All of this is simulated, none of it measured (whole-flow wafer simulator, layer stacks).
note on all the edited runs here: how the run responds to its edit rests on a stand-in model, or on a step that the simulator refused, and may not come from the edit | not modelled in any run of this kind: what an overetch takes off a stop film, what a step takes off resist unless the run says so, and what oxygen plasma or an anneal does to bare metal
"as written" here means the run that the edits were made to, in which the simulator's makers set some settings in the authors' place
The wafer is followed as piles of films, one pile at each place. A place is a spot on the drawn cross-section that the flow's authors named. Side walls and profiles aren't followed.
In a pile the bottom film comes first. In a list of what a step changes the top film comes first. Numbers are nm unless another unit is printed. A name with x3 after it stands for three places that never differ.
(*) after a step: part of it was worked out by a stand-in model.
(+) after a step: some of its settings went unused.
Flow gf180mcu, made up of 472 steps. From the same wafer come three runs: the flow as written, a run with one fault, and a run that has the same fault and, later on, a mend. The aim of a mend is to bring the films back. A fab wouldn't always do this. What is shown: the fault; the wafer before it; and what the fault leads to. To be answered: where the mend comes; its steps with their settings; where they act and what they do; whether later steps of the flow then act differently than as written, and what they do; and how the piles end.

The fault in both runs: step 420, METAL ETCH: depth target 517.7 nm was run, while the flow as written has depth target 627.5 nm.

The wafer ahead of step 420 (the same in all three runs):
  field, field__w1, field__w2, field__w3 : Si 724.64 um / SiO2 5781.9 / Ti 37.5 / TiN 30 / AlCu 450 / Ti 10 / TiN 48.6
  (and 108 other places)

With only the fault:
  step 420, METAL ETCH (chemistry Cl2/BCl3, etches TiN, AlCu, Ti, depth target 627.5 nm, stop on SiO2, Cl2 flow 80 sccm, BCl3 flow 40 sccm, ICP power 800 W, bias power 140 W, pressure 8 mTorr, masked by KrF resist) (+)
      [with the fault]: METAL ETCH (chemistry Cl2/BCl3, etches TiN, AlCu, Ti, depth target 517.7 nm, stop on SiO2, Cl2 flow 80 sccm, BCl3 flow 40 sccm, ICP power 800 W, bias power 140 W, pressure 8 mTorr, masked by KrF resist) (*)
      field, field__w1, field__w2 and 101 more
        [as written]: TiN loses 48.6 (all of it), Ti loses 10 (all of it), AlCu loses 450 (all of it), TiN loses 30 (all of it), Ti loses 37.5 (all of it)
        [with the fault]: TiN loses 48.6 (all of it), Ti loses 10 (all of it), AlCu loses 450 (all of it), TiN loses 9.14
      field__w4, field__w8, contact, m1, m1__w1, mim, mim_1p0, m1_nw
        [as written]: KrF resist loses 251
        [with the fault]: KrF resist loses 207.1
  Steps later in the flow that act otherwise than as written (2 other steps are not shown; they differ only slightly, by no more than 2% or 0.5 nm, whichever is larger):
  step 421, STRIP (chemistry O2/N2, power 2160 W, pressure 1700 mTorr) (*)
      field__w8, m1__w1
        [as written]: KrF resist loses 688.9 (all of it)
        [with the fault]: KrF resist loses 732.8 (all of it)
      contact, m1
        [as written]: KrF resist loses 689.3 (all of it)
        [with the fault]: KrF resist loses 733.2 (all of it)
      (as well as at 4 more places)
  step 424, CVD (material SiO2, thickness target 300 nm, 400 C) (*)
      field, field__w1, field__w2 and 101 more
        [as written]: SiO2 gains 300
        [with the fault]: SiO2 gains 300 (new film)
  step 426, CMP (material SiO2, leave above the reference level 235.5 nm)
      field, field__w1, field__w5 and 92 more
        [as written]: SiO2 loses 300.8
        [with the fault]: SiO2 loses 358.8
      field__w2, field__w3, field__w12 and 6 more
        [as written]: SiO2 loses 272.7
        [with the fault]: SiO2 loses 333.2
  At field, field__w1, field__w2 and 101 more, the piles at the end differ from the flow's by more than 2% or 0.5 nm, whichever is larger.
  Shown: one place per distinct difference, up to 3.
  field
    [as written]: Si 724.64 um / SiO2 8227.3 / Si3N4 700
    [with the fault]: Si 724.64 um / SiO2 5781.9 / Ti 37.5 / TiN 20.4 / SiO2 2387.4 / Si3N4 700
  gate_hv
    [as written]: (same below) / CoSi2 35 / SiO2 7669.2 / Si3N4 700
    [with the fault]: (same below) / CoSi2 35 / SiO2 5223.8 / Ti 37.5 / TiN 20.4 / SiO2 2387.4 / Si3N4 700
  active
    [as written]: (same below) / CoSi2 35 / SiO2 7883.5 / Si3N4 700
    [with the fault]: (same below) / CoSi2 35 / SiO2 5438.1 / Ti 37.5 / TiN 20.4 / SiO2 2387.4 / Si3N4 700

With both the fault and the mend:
  The mend follows step 420.
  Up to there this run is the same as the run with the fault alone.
  step 420a, METAL ETCH (chemistry Cl2/BCl3, etches TiN, AlCu, Ti, depth target 109.8 nm, stop on SiO2, Cl2 flow 80 sccm, BCl3 flow 40 sccm, ICP power 800 W, bias power 140 W, pressure 8 mTorr, masked by KrF resist) (+) (the flow's step 420, run once more with other settings)
      field, field__w1, field__w2 and 101 more
        TiN loses 20.9 (all of it), Ti loses 37.5 (all of it)
      field__w4, field__w8, contact, m1, m1__w1, mim, mim_1p0, m1_nw
        KrF resist loses 35
  Later steps of the flow that are run all act as written at every place that is followed, up to a difference of at most 2% or 0.5 nm, whichever is larger.
  By the end, the piles equal the flow's at every place that both follow.
